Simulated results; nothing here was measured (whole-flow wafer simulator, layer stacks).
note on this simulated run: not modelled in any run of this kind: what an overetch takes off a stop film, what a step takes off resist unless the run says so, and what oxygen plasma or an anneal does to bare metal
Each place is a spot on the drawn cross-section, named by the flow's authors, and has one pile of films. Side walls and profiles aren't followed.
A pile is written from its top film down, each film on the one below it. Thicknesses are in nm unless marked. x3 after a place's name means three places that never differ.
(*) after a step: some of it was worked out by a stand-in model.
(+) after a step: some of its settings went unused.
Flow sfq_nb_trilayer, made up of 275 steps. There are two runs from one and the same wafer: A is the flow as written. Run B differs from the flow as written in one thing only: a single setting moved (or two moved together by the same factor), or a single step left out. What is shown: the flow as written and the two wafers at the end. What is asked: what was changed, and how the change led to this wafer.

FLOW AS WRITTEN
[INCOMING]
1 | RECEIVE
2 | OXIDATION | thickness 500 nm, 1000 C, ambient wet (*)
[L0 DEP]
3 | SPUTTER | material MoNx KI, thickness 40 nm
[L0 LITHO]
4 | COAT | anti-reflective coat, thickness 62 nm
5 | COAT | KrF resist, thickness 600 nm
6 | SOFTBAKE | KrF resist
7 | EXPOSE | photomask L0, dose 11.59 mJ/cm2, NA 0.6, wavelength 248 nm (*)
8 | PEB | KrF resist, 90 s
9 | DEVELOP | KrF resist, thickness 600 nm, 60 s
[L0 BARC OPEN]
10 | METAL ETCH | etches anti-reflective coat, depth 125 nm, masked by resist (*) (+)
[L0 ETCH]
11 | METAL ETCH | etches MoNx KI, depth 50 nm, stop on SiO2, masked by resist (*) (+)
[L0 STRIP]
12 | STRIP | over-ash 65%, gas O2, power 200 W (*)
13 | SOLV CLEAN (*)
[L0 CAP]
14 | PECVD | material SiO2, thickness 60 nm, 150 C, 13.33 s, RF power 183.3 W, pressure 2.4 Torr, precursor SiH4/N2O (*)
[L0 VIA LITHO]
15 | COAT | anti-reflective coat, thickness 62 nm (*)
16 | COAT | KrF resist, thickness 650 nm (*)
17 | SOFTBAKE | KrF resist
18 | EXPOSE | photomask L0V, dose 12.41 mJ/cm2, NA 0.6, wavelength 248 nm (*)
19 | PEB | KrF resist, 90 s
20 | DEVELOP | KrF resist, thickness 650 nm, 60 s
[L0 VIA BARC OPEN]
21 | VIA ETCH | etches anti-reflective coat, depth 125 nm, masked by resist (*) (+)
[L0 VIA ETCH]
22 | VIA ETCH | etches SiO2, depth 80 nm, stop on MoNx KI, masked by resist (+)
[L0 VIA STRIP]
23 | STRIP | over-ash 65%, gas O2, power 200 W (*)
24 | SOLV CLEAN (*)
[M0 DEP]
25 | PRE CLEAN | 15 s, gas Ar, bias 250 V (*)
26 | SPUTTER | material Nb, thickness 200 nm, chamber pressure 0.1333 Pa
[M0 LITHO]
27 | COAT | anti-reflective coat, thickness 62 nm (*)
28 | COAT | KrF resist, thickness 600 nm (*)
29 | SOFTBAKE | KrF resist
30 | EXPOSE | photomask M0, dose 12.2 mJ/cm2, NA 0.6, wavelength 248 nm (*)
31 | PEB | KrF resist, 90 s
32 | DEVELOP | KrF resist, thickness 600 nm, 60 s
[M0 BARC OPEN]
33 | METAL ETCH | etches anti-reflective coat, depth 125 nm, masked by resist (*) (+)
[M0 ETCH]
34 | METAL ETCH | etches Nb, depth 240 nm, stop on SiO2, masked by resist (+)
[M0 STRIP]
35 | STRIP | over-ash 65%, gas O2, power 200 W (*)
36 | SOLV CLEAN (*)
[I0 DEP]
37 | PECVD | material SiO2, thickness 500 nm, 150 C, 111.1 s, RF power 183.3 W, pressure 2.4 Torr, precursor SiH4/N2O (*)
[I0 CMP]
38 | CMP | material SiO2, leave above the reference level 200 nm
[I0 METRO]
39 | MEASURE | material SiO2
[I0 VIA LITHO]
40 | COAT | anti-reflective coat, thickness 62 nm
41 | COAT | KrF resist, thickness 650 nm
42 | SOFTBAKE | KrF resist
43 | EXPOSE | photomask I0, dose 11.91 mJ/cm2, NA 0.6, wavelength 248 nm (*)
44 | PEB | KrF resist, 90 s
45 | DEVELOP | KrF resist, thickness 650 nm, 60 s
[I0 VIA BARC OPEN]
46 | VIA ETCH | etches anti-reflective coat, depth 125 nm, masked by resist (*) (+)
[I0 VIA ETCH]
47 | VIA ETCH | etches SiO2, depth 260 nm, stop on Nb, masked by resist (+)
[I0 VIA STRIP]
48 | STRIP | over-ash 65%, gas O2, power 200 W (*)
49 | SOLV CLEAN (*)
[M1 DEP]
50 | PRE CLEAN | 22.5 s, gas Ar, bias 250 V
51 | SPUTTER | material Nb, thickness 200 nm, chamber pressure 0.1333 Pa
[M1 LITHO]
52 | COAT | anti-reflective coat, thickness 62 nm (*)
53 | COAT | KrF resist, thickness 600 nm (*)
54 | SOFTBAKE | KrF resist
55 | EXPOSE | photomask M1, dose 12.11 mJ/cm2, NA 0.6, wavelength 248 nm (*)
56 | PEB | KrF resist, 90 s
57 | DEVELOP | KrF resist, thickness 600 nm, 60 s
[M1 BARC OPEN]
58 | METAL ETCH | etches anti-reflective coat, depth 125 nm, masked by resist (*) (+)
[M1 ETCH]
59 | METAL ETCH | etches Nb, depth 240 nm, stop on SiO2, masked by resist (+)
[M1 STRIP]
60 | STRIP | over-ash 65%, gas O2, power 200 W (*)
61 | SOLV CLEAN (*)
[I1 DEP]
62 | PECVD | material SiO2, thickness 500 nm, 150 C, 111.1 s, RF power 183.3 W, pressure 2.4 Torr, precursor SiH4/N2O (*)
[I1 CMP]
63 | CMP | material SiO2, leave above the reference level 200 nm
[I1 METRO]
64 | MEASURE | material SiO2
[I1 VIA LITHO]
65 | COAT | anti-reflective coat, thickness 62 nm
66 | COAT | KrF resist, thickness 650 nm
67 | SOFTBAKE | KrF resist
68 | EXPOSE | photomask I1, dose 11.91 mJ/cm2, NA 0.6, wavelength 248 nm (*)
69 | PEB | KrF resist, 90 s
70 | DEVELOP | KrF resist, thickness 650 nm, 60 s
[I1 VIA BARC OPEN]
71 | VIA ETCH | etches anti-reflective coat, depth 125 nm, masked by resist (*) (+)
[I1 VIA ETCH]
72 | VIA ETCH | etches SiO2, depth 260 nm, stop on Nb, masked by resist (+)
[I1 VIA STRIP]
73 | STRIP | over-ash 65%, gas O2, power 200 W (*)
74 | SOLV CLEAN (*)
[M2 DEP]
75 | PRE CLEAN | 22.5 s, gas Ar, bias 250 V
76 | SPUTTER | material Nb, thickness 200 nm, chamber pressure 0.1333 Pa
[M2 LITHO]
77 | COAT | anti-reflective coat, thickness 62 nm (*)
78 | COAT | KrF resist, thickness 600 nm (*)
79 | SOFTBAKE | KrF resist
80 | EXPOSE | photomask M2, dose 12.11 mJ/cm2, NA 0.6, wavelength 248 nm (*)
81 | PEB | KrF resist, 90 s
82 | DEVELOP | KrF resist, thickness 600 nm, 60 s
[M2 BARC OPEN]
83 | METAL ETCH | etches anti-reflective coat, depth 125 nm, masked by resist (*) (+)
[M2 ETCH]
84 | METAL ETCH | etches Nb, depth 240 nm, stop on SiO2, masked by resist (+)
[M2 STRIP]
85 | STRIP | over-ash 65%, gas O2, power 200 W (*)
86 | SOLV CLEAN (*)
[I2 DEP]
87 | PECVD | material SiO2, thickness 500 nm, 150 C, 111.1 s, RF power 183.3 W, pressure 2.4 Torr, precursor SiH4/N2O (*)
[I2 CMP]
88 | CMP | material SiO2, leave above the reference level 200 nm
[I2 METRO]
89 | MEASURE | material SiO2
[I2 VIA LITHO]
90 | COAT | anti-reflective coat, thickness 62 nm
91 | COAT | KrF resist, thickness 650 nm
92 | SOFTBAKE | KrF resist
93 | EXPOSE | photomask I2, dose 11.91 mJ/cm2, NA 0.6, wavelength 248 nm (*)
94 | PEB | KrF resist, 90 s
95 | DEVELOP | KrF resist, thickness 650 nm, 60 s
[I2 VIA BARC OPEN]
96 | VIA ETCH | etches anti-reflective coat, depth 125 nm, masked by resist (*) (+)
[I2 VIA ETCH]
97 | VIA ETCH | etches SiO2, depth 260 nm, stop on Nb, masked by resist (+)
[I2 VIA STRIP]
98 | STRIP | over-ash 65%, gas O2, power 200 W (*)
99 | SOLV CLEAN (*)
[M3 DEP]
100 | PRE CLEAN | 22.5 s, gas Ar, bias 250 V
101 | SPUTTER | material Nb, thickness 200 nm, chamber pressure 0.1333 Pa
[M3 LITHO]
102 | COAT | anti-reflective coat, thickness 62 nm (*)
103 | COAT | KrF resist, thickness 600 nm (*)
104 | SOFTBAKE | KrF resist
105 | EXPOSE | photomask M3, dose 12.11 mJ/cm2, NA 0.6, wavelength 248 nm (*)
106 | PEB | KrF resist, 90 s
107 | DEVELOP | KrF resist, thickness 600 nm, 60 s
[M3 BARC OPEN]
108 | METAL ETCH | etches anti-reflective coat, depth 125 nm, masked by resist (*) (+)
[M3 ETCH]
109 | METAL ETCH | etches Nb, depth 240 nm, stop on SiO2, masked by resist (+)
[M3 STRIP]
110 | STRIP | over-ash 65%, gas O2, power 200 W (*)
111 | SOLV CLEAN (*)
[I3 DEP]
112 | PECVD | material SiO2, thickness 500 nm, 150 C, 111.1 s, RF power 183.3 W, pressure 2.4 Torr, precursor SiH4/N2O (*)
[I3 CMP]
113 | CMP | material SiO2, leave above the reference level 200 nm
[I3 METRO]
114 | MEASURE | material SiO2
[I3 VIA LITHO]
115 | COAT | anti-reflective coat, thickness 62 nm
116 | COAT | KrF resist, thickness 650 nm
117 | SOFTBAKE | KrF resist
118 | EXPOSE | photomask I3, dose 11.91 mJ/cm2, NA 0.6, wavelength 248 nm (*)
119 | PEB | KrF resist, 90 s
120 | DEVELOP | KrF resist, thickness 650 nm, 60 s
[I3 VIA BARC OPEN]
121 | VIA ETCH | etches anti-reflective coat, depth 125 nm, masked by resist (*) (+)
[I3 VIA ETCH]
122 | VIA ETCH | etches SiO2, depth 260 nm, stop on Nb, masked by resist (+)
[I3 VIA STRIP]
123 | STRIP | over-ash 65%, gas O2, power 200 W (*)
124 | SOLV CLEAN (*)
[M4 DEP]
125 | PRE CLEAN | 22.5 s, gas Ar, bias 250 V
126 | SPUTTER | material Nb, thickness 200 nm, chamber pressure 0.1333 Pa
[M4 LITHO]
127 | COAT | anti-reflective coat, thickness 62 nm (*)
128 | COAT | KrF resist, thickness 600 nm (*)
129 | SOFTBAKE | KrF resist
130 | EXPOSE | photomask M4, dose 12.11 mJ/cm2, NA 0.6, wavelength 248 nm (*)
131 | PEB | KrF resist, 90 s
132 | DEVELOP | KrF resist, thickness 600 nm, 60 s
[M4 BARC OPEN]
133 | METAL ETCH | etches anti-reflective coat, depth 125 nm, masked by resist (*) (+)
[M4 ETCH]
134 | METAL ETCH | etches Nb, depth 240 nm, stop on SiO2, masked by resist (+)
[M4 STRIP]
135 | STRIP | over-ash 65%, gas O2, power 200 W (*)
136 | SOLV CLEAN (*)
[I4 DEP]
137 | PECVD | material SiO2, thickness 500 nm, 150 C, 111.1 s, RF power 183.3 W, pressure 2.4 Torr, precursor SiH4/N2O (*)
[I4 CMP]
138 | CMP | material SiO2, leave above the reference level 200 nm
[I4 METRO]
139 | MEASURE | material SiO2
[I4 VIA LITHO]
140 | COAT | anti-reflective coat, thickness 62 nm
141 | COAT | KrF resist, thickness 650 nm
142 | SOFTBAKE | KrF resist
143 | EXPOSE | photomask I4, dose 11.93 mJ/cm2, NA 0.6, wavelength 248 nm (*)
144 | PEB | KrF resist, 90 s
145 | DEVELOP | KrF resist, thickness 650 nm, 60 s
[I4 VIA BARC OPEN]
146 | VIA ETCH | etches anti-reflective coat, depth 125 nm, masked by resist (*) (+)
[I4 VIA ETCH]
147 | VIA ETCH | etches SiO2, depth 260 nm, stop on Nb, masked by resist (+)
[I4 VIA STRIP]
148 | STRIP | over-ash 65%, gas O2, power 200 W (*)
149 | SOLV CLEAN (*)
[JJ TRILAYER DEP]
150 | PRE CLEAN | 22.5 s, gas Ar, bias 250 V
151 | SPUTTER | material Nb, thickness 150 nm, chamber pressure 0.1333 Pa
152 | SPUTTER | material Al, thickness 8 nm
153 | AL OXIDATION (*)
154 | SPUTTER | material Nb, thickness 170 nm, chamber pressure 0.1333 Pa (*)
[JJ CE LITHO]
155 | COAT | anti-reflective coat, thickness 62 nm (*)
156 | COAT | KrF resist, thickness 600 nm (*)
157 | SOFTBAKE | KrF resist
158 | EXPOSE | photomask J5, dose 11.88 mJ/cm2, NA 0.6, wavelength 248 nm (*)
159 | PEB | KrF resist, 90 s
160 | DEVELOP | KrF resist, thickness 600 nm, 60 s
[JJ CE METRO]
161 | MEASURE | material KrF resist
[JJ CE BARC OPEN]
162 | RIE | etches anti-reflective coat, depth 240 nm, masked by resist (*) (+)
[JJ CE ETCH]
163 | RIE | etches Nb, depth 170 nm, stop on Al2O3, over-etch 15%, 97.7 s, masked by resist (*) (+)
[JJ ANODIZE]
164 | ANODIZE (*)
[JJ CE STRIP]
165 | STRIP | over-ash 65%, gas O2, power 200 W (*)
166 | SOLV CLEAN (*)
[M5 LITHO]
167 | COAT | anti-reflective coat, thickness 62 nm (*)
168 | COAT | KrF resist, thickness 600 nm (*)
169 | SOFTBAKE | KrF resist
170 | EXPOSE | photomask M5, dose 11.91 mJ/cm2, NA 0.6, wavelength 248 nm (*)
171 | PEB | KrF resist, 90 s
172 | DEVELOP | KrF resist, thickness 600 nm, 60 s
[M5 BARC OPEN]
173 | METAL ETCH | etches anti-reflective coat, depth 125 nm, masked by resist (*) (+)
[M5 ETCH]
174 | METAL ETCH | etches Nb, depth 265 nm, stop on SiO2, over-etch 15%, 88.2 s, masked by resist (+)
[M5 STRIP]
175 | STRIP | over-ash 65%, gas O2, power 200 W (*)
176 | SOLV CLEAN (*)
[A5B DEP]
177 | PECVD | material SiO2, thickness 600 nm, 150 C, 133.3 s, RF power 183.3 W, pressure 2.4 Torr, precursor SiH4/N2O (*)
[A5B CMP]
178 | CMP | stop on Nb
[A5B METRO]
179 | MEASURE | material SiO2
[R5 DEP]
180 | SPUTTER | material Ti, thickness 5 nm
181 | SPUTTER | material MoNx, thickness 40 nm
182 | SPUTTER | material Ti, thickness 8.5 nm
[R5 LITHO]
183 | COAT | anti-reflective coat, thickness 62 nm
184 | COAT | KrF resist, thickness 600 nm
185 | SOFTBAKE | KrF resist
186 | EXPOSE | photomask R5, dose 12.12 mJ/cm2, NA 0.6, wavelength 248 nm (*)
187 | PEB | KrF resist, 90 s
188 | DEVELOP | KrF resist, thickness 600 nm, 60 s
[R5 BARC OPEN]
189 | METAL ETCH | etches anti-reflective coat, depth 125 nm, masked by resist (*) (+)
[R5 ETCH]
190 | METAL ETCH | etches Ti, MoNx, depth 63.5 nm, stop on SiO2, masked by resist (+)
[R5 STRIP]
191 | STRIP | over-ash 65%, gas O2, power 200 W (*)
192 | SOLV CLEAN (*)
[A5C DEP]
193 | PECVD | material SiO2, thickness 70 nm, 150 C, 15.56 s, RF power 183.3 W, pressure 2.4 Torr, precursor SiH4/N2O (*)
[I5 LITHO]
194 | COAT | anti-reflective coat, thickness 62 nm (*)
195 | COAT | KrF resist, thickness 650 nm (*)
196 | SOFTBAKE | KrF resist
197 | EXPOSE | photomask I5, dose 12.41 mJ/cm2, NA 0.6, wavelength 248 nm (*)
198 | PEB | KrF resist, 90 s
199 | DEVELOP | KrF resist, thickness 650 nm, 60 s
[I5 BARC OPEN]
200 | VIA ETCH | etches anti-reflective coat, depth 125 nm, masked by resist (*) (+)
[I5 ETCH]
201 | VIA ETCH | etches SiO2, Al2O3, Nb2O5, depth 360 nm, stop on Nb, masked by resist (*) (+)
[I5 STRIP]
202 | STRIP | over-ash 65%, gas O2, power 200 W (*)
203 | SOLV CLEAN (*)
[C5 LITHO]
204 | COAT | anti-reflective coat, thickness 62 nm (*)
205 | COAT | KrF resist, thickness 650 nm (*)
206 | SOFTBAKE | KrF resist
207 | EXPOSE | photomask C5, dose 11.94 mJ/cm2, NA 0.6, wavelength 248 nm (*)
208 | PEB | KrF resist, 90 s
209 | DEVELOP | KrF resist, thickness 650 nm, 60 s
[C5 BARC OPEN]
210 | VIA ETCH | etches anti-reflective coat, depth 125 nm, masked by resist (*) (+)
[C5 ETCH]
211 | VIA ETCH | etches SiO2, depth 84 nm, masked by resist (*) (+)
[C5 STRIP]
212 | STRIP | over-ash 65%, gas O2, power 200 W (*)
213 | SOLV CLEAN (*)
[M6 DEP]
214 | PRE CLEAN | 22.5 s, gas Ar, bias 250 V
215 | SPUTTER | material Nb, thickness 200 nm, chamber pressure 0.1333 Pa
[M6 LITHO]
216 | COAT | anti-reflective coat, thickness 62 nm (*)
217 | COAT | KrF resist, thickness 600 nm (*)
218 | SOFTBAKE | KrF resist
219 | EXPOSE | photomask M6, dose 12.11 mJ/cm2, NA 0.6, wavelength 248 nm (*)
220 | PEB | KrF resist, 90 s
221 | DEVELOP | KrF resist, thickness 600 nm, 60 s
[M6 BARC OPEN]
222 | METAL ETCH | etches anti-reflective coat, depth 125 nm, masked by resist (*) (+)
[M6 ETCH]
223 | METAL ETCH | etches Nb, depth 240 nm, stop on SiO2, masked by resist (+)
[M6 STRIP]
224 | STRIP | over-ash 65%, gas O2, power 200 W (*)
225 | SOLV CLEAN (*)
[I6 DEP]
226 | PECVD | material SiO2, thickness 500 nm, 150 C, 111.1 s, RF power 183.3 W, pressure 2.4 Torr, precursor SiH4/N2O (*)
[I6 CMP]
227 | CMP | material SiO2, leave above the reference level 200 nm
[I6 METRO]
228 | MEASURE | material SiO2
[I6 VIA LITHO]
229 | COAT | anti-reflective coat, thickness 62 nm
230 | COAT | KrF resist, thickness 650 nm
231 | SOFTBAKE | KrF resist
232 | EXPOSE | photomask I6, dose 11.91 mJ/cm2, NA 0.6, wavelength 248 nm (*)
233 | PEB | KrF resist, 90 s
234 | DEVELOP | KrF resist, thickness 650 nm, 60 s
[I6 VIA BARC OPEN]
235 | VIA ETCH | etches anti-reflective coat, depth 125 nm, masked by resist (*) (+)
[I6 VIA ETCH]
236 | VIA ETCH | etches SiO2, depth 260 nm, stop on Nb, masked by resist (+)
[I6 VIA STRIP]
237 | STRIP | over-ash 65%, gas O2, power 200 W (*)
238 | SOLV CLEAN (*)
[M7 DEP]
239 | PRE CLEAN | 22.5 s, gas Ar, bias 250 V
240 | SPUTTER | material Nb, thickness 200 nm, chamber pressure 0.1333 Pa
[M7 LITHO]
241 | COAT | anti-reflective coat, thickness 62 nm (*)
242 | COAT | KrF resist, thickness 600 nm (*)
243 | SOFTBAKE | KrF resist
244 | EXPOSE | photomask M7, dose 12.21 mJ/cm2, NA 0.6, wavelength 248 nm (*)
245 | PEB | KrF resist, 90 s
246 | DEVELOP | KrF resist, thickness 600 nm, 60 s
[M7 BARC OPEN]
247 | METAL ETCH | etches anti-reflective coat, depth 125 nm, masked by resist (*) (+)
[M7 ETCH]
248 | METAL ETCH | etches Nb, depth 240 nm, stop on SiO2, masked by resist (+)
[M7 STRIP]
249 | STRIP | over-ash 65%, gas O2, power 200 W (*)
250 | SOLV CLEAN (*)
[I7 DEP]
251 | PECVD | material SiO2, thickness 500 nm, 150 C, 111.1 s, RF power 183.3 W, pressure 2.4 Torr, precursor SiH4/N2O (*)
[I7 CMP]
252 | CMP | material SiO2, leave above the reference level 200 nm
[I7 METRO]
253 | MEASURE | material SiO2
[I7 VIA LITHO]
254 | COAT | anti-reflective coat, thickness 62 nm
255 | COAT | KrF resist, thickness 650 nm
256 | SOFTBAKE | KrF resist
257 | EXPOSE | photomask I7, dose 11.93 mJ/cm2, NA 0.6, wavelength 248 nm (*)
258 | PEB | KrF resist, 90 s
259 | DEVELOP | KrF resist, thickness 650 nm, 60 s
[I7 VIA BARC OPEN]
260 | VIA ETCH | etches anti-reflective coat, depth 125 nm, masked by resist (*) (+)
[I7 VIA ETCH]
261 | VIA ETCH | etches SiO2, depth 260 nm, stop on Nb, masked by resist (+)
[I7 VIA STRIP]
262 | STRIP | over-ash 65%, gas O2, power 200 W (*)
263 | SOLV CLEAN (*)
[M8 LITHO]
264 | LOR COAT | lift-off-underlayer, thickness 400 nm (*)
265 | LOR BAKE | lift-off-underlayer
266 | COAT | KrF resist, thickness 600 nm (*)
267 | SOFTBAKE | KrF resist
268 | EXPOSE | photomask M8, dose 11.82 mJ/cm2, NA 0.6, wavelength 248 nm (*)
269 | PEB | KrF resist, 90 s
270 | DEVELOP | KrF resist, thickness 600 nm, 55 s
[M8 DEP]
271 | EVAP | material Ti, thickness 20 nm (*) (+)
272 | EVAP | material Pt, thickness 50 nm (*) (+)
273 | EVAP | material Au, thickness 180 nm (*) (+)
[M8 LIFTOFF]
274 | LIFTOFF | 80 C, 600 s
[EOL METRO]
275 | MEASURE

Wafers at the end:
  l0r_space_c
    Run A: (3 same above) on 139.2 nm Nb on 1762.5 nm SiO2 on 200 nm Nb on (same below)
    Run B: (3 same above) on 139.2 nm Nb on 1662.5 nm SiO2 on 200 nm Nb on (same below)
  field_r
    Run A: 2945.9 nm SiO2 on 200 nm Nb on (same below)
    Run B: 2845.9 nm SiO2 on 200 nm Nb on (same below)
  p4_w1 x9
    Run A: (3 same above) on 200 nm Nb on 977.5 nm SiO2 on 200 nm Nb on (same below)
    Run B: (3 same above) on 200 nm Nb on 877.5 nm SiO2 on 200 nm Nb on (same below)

The reason: step 88, CMP: leave above the reference level 100 nm was run, though the flow has leave above the reference level 200 nm.

The path from the change to this, step by step:
  88 | CMP | material SiO2, leave above the reference level 200 nm
      field_l, be, be_sur and 81 more: A SiO2 loses 100 | B SiO2 loses 200
      v_sur, via_wl, via_w and 18 more: A SiO2 loses 300 | B SiO2 loses 400
      (also at 1 further place)
  97 | VIA ETCH | etches SiO2, depth 260 nm, stop on Nb, masked by resist (+)
      field_l, v_sur, via_wl and 102 more: A KrF resist loses 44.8 | B KrF resist loses 25.8
      via_w: A SiO2 loses 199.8 (all of it) | B SiO2 loses 99.8 (all of it)
  98 | STRIP | over-ash 65%, gas O2, power 200 W (*)
      field_l, v_sur, via_wl and 102 more: A KrF resist loses 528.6 (all of it), anti-reflective coat loses 62 (all of it) | B KrF resist loses 547.6 (all of it), anti-reflective coat loses 62 (all of it)
  101 | SPUTTER | material Nb, thickness 200 nm, chamber pressure 0.1333 Pa
      via_w: A Nb gains 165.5 | B Nb gains 187.8
  102 | COAT | anti-reflective coat, thickness 62 nm (*)
      v_sur: A anti-reflective coat gains 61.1 (new film) | B anti-reflective coat gains 57.2 (new film)
      via_w: A anti-reflective coat gains 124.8 (new film) | B anti-reflective coat gains 105 (new film)
      (also at 1 further place)
  103 | COAT | KrF resist, thickness 600 nm (*)
      via_w: A KrF resist gains 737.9 (new film) | B KrF resist gains 651.3 (new film)
  110 | STRIP | over-ash 65%, gas O2, power 200 W (*)
      v_sur: A KrF resist loses 365.3 (all of it), anti-reflective coat loses 61.1 (all of it) | B KrF resist loses 377.1 (all of it), anti-reflective coat loses 57.2 (all of it)
      via_wl: A KrF resist loses 384.2 (all of it), anti-reflective coat loses 34.2 (all of it) | B KrF resist loses 396 (all of it), anti-reflective coat loses 34.4 (all of it)
      (also at 3 further places)
  112 | PECVD | material SiO2, thickness 500 nm, 150 C, 111.1 s, RF power 183.3 W, pressure 2.4 Torr, precursor SiH4/N2O (*)
      via_w: A SiO2 gains 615 (new film) | B SiO2 gains 500 (new film)
  113 | CMP | material SiO2, leave above the reference level 200 nm
      via_w: A SiO2 loses 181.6 | B SiO2 loses 188.9
